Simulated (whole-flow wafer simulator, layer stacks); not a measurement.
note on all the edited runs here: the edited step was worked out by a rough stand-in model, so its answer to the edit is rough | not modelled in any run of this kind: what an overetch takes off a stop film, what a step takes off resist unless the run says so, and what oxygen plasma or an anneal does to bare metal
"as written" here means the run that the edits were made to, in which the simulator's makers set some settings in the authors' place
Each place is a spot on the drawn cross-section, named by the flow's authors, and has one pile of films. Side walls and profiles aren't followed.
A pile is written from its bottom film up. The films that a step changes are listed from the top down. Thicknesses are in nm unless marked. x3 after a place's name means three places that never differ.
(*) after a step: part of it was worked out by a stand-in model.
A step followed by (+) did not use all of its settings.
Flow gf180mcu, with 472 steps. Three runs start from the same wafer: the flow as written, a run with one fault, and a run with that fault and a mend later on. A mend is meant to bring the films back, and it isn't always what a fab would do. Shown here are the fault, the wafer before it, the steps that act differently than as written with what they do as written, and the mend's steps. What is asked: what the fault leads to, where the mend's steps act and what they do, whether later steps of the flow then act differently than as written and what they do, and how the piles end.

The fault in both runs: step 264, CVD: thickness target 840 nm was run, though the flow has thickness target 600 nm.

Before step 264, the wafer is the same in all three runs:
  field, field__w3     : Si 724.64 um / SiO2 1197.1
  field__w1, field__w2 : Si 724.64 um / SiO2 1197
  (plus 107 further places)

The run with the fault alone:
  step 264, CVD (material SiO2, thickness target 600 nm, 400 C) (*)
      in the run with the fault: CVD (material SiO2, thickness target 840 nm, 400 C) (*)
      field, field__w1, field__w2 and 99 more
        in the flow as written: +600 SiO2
        in the run with the fault: +840 SiO2
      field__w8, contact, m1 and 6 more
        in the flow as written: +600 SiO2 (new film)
        in the run with the fault: +840 SiO2 (new film)
  Steps later in the flow that act otherwise than as written:
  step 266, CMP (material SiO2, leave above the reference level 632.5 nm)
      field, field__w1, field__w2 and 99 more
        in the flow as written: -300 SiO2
        in the run with the fault: -540 SiO2
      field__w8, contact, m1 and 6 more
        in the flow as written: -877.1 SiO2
        in the run with the fault: -1117.1 SiO2
  The piles end the same as the flow's at every place that both follow.

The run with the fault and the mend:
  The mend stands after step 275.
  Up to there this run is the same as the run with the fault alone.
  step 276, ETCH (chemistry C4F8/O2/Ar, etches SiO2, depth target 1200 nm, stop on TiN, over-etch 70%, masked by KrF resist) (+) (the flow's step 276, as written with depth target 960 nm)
      field, field__w1, field__w2 and 107 more
        -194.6 KrF resist
      contact
        -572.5 SiO2 (all of it)
  Every later step of the flow that is run acts as written, at every place that is followed, to within 2% or 0.5 nm, whichever is larger.
  The piles end the same as the flow's at every place that both follow.
